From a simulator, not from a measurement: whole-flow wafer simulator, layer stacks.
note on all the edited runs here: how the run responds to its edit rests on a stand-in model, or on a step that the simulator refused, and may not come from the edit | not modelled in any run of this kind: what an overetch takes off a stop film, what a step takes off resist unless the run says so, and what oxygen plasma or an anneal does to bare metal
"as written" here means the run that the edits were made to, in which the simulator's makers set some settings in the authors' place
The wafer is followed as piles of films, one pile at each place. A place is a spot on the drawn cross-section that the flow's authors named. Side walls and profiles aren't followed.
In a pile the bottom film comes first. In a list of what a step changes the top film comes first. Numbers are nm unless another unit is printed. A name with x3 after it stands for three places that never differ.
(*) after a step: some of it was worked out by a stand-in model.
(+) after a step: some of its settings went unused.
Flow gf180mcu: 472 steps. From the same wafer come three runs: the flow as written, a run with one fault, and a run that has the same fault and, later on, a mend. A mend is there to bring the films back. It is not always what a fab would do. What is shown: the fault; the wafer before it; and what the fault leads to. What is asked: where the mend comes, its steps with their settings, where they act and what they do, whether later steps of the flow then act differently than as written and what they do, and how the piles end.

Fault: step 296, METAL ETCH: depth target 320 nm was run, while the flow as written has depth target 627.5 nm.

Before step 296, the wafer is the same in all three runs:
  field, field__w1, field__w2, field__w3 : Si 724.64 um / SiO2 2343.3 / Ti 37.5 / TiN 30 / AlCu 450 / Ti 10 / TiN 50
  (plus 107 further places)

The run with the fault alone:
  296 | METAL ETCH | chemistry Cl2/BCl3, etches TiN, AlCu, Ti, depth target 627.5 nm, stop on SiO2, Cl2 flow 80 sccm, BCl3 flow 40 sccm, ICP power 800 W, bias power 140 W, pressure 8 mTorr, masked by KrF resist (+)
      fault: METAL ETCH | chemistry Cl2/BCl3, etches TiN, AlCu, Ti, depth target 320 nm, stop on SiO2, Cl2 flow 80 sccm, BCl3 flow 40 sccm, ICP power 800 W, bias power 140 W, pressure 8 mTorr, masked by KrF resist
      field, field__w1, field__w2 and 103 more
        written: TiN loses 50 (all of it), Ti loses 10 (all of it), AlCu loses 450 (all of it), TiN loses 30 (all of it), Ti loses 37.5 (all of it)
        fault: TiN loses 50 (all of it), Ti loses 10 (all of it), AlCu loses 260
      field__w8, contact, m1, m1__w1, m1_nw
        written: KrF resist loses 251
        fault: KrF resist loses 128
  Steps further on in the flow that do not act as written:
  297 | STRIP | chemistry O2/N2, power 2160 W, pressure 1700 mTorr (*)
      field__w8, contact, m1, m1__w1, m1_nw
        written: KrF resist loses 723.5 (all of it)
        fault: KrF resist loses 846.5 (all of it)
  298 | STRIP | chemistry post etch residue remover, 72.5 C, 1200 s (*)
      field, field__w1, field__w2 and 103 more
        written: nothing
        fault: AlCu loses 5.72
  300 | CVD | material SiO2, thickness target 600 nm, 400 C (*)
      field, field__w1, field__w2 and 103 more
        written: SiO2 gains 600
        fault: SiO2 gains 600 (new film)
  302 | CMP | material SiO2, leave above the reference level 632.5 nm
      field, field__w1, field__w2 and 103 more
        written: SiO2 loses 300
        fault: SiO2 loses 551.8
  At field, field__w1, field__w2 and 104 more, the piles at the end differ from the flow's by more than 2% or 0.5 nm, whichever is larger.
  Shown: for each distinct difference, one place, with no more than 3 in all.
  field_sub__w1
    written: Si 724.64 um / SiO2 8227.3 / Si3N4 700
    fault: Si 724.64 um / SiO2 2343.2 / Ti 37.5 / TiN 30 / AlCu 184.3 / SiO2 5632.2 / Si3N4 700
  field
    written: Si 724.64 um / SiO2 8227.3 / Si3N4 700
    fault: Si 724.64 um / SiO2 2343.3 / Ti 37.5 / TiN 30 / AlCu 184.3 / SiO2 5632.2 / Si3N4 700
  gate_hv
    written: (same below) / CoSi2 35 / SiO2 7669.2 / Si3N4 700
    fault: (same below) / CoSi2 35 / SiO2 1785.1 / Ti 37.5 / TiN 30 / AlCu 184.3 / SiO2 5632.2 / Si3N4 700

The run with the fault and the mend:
  After step 298 comes the mend.
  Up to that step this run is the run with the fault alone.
  298a | DEHYDRATE | 200 C, 60 s (the flow's step 289 again)
      does not change any film at any place that is followed
  298b | HMDS | 120 C, 60 s (the flow's step 290 again)
      does not change any film at any place that is followed
  298c | COAT | KrF resist, thickness 1000 nm (*) (the flow's step 291 again)
      iso_ptap_pw, iso_ntap_nw, iso_nw_fld and 33 more
        KrF resist gains 1000 (new film)
      field__w6, field_sub__w2, field_sub__w4 and 11 more
        KrF resist gains 1002 (new film)
      field__w5, field__w9, field__w10 and 9 more
        KrF resist gains 1002.1 (new film)
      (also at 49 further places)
  298d | SOFTBAKE | KrF resist (the flow's step 292 again)
      does not change any film at any place that is followed
  298e | EXPOSE | photomask Metal2 (the flow's step 293 again)
      does not change any film at any place that is followed
  298f | PEB | KrF resist, 135 C, 90 s (the flow's step 294 again)
      field__w1, field__w2, field__w3 and 58 more
        KrF resist loses 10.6
      iso_ptap_pw, iso_ntap_nw, iso_nw_fld and 33 more
        KrF resist loses 10.5
      sd_p, gate_p, nw_sep_fld, polyc_n
        KrF resist loses 10.7
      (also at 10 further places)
  298g | DEVELOP | thickness 1000 nm, 60 s (the flow's step 295 again)
      iso_ptap_pw, iso_ntap_nw, iso_nw_fld and 33 more
        KrF resist loses 989.5 (all of it)
      field__w5, field__w9, field_sub and 15 more
        KrF resist loses 991.6 (all of it)
      field__w6, field__w10, field_sub__w2 and 14 more
        KrF resist loses 991.5 (all of it)
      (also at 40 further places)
  298h | METAL ETCH | chemistry Cl2/BCl3, etches TiN, AlCu, Ti, depth target 307.5 nm, stop on SiO2, Cl2 flow 80 sccm, BCl3 flow 40 sccm, ICP power 800 W, bias power 140 W, pressure 8 mTorr, masked by KrF resist (+) (the flow's step 296 again, with other settings)
      field, field__w1, field__w2 and 103 more
        AlCu loses 184.3 (all of it), TiN loses 30 (all of it), Ti loses 37.5 (all of it)
      field__w8, contact, m1, m1__w1, m1_nw
        KrF resist loses 123
  298i | STRIP | chemistry O2/N2, power 2160 W, pressure 1700 mTorr (*) (the flow's step 297 again)
      field__w8, m1
        KrF resist loses 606 (all of it)
      contact
        KrF resist loses 604.2 (all of it)
      m1__w1
        KrF resist loses 614.2 (all of it)
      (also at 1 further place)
  298j | STRIP | chemistry post etch residue remover, 72.5 C, 1200 s (*) (the flow's step 298 again)
      field__w8, contact, m1, m1__w1, m1_nw
        TiN loses 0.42
  Later steps of the flow that are run all act as written at every place that is followed, up to a difference of at most 2% or 0.5 nm, whichever is larger.
  When the end is reached, the piles differ only a little from the flow's at the places that both follow, at most by 2% or 0.5 nm, whichever is larger.
